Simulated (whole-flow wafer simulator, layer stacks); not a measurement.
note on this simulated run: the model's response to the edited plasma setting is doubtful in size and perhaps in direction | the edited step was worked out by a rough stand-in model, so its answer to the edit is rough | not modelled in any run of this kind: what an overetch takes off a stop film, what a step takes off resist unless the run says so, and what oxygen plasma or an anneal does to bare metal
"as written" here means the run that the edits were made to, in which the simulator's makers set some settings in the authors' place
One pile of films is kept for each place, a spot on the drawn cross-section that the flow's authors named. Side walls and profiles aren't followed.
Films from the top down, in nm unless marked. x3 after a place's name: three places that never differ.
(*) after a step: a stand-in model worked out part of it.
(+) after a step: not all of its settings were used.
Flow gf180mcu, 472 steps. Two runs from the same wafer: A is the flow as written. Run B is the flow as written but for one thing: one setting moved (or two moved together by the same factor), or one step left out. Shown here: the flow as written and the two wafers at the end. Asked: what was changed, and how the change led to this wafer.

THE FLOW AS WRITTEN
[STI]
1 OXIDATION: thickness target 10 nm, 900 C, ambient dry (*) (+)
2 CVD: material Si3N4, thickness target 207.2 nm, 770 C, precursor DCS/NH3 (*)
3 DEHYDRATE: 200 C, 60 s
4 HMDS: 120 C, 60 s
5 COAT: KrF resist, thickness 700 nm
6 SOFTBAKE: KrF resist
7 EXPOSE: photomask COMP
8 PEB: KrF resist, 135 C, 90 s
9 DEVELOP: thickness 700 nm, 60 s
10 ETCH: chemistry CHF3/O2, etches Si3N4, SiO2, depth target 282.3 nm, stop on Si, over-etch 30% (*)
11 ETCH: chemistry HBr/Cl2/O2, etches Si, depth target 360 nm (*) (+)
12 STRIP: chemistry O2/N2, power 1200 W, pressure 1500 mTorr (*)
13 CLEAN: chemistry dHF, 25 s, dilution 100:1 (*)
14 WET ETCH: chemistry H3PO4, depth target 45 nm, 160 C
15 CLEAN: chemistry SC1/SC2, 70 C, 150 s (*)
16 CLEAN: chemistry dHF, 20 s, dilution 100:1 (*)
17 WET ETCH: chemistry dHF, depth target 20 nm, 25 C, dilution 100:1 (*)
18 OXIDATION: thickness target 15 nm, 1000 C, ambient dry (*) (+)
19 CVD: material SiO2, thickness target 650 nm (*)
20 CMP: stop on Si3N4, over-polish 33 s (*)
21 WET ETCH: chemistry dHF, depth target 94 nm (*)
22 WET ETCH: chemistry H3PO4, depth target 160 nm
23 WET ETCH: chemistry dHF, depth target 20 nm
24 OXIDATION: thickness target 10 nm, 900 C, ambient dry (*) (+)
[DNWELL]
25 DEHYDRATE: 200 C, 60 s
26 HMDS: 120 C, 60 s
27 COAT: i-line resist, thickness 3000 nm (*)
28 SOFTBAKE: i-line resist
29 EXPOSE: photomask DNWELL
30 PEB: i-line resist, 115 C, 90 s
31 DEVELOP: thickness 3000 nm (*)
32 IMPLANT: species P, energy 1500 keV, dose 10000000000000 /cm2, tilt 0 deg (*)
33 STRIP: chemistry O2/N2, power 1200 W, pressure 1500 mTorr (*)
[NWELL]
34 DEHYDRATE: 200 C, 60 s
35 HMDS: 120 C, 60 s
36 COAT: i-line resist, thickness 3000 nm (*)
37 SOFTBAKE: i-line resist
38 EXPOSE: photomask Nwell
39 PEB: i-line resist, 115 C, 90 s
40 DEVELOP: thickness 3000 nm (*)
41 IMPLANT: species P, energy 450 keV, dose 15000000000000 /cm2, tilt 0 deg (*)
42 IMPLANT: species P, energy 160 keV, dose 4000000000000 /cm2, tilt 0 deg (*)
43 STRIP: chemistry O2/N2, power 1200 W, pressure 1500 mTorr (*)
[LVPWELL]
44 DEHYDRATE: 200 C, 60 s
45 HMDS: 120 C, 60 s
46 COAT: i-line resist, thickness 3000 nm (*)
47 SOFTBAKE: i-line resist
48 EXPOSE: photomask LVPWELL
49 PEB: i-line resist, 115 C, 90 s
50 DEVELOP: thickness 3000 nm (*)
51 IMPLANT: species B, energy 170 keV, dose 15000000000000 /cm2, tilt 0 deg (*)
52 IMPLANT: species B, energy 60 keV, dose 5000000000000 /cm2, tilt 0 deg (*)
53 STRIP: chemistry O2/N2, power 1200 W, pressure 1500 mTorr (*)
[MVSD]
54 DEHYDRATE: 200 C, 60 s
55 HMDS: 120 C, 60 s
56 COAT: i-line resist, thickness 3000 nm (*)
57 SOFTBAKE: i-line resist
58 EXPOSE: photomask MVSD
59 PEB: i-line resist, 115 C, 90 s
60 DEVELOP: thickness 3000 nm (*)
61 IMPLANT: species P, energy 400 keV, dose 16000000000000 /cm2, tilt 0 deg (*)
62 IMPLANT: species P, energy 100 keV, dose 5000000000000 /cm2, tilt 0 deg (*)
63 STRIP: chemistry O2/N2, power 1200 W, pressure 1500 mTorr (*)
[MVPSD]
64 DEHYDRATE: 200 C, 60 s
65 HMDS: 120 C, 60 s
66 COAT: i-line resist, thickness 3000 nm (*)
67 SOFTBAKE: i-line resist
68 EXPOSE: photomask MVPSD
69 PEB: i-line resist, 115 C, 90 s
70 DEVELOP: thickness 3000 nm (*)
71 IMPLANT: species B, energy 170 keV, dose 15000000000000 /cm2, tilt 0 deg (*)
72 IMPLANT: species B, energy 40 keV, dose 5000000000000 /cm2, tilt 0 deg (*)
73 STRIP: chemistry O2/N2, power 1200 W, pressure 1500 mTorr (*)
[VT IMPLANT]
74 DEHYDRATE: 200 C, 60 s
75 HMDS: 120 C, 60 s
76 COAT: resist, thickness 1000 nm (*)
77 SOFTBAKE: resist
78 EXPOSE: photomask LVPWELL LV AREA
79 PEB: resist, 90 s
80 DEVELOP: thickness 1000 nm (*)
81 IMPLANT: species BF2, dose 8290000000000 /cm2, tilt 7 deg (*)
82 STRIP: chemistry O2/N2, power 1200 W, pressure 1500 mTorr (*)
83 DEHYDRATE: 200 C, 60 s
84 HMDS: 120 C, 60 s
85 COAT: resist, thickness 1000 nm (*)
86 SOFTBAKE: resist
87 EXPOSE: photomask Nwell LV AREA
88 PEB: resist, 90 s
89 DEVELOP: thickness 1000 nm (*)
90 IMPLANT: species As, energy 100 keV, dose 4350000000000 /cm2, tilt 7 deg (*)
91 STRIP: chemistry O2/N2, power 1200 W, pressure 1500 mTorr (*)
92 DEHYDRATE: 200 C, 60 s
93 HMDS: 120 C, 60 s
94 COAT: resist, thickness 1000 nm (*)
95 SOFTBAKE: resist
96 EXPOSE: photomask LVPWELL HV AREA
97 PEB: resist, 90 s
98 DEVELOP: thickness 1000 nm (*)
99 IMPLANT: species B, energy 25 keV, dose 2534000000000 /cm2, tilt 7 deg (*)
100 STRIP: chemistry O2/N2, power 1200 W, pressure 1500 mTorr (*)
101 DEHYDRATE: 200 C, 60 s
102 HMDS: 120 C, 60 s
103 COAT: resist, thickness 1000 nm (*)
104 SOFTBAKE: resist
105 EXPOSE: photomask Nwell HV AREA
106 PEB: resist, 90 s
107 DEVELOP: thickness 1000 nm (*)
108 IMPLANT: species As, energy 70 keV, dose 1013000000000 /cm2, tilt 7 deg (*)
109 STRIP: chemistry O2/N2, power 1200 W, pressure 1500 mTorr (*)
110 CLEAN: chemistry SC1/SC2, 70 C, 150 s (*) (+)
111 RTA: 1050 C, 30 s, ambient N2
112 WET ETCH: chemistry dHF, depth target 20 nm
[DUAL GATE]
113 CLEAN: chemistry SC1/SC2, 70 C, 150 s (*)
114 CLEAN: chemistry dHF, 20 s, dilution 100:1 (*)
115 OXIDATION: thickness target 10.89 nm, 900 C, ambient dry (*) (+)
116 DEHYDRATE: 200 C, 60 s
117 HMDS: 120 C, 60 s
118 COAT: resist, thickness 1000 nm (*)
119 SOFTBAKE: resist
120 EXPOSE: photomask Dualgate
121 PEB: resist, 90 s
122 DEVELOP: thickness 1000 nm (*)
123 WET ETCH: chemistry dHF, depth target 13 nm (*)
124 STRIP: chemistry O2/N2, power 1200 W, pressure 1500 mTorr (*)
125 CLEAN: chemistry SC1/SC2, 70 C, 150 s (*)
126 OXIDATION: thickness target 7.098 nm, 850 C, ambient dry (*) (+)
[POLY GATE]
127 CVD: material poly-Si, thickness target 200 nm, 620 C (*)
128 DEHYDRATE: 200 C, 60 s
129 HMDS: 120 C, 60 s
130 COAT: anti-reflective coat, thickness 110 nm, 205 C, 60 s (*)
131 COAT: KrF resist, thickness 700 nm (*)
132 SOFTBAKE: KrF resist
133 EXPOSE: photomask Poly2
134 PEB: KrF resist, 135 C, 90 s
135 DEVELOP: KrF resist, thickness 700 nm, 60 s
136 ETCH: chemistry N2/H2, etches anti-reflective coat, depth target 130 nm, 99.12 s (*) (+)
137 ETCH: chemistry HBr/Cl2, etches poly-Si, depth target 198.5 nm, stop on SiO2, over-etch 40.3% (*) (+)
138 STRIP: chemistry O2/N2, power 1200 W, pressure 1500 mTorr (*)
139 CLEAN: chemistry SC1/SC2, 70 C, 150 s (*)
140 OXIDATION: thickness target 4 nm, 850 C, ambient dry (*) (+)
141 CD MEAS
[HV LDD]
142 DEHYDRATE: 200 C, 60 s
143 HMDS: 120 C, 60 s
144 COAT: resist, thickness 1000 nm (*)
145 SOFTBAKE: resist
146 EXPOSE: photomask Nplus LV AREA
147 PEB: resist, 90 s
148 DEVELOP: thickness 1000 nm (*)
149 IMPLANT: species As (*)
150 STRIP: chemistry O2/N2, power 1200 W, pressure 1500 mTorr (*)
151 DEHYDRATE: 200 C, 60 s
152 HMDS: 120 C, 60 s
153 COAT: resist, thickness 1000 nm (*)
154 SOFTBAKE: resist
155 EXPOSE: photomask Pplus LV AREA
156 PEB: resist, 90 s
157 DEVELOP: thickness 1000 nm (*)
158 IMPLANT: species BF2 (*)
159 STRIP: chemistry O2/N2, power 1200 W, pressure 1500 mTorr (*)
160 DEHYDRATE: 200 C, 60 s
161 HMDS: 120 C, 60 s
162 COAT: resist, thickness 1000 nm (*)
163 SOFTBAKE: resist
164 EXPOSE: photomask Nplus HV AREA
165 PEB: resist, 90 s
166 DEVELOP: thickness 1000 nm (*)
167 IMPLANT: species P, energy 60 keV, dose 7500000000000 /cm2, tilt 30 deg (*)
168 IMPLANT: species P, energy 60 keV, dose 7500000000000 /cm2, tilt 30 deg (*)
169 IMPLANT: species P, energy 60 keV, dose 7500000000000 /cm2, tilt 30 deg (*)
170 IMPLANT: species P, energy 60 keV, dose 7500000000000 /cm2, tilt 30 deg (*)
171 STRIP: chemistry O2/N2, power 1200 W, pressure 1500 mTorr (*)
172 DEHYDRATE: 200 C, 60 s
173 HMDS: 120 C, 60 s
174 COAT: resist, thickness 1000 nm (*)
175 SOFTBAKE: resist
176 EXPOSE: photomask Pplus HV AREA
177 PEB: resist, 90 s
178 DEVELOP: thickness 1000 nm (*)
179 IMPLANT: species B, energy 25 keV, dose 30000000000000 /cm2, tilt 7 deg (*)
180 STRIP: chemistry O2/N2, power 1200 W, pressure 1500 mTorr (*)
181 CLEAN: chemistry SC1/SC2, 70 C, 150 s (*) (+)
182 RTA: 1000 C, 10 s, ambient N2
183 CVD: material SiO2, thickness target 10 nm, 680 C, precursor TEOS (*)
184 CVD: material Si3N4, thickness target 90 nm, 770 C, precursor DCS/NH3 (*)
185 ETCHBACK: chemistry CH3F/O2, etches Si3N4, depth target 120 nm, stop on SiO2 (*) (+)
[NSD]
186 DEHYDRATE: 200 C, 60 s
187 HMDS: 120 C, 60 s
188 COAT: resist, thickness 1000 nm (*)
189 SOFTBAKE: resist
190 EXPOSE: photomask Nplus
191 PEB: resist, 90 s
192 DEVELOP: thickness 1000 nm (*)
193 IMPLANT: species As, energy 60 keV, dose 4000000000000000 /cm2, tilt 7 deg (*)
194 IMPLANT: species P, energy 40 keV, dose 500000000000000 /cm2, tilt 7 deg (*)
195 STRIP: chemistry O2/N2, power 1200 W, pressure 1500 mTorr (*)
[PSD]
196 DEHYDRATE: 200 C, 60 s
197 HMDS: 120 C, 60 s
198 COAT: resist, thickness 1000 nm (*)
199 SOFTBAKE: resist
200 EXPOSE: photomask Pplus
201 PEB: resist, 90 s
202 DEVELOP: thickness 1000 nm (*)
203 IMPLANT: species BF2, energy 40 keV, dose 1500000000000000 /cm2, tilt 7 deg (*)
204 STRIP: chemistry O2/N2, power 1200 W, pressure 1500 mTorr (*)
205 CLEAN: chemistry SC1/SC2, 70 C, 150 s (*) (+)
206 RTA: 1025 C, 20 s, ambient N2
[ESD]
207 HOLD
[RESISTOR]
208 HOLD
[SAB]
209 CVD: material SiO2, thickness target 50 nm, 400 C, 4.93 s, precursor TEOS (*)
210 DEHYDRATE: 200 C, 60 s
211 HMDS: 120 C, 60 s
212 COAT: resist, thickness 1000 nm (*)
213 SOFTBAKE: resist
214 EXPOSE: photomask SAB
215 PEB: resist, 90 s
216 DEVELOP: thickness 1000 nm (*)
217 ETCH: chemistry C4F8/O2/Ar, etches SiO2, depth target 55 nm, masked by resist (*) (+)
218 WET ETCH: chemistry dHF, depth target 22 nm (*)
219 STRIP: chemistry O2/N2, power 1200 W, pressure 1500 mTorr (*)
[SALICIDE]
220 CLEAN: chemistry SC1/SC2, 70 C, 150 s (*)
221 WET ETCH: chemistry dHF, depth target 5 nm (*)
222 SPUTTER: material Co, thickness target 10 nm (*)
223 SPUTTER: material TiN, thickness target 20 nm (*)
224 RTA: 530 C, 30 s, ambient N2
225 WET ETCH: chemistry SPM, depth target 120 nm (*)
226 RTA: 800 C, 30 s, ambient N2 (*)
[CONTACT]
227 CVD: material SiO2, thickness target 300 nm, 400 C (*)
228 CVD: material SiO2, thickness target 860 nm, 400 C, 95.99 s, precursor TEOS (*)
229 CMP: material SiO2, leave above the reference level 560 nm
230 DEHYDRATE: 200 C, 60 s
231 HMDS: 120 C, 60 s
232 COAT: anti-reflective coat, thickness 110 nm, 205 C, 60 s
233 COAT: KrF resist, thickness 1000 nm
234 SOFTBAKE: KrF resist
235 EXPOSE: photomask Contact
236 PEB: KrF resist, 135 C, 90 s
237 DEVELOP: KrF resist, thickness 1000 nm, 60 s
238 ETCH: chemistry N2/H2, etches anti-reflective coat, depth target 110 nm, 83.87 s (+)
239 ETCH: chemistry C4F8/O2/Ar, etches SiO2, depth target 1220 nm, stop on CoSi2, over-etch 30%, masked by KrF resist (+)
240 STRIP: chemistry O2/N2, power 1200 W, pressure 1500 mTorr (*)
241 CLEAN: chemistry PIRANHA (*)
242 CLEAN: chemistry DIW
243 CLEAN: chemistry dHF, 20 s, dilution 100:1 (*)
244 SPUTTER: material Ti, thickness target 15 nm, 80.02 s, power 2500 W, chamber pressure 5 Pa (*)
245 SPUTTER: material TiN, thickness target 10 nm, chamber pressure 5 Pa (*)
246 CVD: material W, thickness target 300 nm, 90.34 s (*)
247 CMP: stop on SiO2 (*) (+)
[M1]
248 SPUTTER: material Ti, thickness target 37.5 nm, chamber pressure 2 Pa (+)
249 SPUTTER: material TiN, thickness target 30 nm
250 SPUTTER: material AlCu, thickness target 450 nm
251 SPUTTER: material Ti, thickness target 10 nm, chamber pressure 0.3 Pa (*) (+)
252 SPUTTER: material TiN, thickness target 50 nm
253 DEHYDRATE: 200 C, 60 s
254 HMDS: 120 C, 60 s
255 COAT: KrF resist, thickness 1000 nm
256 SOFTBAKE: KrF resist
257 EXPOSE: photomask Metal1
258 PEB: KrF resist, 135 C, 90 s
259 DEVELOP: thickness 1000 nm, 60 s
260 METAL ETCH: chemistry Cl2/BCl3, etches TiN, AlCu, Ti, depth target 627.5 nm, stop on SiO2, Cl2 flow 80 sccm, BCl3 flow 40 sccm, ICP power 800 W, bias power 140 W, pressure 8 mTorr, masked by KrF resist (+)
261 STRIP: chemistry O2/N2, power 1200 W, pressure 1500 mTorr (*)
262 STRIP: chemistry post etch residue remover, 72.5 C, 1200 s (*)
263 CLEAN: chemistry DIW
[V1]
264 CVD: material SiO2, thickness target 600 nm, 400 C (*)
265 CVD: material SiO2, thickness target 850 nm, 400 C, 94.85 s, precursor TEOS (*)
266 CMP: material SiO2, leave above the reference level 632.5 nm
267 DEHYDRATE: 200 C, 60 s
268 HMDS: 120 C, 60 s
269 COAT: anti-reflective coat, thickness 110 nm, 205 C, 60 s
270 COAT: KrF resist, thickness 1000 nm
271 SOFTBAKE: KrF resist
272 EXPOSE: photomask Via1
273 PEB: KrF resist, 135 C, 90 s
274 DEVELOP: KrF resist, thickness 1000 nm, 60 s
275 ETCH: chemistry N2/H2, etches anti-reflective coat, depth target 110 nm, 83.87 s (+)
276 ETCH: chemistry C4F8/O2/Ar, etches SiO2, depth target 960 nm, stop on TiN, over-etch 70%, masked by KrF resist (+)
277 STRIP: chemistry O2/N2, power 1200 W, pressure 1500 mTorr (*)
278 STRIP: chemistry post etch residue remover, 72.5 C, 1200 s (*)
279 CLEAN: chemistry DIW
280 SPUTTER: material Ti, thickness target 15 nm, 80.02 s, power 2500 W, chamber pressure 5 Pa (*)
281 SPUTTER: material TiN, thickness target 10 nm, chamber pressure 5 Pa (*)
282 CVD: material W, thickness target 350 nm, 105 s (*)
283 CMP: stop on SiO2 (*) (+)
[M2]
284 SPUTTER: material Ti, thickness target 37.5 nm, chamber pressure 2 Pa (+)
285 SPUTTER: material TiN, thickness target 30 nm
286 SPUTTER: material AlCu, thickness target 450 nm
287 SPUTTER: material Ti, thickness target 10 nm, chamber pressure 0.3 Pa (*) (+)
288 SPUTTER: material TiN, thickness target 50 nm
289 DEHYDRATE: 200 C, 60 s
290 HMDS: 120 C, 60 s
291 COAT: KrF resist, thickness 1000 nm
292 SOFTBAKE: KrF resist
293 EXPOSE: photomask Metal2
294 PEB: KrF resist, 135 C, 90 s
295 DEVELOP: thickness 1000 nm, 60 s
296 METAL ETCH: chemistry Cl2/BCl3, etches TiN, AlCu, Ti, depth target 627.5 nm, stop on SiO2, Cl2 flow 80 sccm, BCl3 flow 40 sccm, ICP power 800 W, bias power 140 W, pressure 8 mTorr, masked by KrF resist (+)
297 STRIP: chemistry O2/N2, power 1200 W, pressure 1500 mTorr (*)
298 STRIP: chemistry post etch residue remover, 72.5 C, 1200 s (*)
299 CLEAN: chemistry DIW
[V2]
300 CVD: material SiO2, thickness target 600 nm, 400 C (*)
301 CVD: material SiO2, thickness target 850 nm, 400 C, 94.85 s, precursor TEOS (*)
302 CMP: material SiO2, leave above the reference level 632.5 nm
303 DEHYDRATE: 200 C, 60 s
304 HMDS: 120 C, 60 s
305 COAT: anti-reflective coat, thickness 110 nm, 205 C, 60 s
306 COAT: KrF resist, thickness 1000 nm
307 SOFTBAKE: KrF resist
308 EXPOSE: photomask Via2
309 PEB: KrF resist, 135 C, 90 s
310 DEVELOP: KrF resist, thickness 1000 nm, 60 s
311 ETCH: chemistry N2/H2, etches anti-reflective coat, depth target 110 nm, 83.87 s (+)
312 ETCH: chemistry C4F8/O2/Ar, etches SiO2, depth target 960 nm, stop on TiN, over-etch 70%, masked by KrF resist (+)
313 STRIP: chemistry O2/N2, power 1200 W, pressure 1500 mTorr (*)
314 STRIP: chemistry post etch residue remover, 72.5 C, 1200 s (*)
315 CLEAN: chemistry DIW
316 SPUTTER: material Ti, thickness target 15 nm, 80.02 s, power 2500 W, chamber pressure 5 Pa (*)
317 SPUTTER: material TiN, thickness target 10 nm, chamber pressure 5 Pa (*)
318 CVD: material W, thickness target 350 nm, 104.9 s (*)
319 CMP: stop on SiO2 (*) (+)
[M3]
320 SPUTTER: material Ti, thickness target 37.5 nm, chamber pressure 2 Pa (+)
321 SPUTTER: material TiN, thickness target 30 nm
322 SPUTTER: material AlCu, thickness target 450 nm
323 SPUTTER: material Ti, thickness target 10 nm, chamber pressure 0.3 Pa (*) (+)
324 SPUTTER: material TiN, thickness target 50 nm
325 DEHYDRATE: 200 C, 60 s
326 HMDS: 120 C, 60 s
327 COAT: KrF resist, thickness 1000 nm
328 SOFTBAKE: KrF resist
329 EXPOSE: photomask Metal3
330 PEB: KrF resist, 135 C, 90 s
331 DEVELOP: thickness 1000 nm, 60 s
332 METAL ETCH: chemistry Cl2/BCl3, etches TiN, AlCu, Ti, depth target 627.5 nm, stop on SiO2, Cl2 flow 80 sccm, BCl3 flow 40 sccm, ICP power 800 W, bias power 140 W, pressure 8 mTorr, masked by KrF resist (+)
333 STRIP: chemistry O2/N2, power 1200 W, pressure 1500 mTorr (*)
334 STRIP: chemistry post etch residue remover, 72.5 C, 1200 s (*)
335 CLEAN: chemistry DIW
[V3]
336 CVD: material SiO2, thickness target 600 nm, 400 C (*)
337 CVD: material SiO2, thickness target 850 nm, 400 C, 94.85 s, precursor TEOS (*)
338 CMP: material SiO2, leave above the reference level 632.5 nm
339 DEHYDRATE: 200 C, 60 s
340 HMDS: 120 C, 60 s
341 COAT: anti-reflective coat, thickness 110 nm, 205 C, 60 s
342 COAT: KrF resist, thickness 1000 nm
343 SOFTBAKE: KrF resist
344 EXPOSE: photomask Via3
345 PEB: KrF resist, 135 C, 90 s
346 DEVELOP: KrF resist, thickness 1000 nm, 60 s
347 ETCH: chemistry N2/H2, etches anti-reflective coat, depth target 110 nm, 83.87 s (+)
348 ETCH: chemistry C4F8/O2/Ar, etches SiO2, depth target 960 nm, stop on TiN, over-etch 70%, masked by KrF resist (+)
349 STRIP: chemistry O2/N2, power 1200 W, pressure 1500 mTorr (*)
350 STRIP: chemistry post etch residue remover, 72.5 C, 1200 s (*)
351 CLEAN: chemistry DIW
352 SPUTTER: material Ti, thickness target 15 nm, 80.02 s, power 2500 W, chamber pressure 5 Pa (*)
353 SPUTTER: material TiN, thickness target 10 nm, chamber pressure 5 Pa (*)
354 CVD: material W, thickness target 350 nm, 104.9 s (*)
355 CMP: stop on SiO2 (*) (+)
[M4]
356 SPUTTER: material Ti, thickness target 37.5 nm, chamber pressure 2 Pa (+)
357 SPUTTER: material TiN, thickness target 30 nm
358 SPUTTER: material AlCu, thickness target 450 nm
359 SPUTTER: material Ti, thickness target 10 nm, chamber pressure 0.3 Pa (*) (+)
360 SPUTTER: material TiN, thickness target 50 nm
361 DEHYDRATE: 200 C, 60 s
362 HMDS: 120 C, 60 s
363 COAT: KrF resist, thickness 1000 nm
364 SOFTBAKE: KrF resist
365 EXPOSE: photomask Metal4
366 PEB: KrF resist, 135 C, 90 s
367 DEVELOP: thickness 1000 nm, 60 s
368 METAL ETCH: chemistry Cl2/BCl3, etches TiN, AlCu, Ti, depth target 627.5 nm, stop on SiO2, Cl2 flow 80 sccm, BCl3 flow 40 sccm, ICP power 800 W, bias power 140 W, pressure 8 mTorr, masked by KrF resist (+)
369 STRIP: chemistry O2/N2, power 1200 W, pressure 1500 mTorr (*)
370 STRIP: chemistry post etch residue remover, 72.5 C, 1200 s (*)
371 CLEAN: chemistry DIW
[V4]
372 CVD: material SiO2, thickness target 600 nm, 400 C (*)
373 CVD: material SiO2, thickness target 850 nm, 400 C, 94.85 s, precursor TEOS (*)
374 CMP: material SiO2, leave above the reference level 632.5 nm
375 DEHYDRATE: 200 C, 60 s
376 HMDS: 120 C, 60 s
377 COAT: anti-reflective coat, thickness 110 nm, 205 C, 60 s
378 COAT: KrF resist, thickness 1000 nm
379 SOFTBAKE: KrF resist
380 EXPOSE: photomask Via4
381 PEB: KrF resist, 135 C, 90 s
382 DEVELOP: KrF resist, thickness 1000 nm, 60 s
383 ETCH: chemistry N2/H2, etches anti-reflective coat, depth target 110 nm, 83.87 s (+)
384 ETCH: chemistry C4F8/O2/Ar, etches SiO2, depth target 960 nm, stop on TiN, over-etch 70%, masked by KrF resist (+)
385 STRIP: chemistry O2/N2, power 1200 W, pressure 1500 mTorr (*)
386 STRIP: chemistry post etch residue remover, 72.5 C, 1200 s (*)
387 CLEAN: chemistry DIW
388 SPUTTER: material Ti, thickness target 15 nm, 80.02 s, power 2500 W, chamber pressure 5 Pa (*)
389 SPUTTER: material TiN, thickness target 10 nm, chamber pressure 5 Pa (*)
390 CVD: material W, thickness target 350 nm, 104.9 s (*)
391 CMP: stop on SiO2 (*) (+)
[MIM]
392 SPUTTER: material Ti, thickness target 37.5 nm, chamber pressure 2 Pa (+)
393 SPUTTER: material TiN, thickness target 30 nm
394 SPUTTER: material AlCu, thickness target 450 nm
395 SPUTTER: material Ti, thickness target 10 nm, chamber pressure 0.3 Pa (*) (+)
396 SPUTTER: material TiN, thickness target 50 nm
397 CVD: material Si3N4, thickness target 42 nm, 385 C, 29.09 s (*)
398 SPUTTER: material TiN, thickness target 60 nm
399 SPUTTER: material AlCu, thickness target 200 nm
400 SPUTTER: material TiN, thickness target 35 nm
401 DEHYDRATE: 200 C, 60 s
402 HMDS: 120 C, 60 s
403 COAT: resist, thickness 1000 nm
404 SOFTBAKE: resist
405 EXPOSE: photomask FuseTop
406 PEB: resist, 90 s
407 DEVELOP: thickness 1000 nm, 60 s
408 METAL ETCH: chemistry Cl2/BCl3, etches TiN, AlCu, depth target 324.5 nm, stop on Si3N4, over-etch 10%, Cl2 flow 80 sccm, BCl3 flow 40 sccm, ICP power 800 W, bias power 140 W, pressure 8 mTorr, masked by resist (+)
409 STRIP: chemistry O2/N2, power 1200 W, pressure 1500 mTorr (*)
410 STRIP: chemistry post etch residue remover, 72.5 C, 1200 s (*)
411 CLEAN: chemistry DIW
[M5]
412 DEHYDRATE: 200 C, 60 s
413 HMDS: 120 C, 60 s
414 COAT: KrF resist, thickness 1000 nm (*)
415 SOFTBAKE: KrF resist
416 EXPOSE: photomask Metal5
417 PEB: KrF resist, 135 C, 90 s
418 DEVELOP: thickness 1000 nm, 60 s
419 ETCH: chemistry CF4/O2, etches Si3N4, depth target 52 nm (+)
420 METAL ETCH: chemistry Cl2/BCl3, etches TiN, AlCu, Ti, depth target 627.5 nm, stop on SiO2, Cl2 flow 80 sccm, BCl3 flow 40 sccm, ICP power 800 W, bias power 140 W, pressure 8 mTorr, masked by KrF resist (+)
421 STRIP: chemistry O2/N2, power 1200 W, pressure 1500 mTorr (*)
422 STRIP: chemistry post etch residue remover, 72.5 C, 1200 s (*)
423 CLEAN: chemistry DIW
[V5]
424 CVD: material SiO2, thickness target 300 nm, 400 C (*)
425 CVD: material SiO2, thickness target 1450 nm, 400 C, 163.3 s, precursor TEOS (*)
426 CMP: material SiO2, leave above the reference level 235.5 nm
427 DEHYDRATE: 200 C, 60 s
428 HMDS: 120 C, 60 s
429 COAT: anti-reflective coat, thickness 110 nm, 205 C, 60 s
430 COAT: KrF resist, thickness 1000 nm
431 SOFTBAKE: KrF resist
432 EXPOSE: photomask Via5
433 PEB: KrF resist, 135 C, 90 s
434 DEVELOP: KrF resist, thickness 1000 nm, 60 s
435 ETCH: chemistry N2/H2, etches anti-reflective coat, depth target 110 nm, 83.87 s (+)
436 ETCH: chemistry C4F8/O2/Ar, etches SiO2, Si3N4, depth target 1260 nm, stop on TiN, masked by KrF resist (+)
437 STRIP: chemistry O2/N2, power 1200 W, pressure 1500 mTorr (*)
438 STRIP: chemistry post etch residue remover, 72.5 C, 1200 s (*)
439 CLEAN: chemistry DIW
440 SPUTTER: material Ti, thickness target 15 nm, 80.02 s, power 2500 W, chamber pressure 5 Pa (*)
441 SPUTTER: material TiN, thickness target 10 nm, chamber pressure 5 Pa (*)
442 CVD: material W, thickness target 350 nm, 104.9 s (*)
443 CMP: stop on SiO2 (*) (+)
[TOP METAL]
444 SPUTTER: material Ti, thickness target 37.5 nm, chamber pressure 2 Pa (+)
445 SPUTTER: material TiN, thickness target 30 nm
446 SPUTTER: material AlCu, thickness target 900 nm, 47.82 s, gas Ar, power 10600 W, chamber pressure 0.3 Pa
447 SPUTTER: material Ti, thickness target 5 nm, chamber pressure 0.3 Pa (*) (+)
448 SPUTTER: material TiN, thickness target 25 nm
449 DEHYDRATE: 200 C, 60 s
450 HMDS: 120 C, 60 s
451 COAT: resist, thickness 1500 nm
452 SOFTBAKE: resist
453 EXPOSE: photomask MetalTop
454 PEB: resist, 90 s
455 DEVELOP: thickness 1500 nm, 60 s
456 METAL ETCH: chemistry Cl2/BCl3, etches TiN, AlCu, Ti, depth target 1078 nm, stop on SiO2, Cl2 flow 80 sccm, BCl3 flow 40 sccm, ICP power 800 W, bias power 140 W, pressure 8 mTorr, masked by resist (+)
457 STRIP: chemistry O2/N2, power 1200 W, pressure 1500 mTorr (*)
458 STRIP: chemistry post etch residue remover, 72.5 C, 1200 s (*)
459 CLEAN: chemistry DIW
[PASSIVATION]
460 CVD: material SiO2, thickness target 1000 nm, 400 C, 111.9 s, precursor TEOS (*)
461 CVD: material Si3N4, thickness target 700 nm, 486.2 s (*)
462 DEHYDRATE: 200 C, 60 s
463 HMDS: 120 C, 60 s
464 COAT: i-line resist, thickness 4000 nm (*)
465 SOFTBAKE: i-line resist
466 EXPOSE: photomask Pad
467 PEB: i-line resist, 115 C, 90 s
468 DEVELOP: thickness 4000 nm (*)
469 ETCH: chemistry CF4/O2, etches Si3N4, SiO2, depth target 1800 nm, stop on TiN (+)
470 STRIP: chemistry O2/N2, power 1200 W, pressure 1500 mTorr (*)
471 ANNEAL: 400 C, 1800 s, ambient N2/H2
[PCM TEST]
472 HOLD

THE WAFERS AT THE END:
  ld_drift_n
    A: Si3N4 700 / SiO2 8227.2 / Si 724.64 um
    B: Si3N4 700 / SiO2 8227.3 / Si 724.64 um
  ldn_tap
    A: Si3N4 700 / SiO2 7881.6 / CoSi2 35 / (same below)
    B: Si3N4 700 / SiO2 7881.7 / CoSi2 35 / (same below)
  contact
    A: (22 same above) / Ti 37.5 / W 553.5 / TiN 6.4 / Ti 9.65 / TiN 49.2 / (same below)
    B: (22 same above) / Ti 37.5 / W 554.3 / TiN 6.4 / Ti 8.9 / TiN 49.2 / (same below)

The cause: step 352, SPUTTER: power 1619 W was run, where the flow has power 2500 W; step 352, SPUTTER: chamber pressure 3.24 Pa was run, where the flow has chamber pressure 5 Pa.

How the change led to this, step by step:
  352 SPUTTER: material Ti, thickness target 15 nm, 80.02 s, power 2500 W, chamber pressure 5 Pa (*)
      contact: A Ti +9.65 (new film) | B Ti +8.9 (new film)
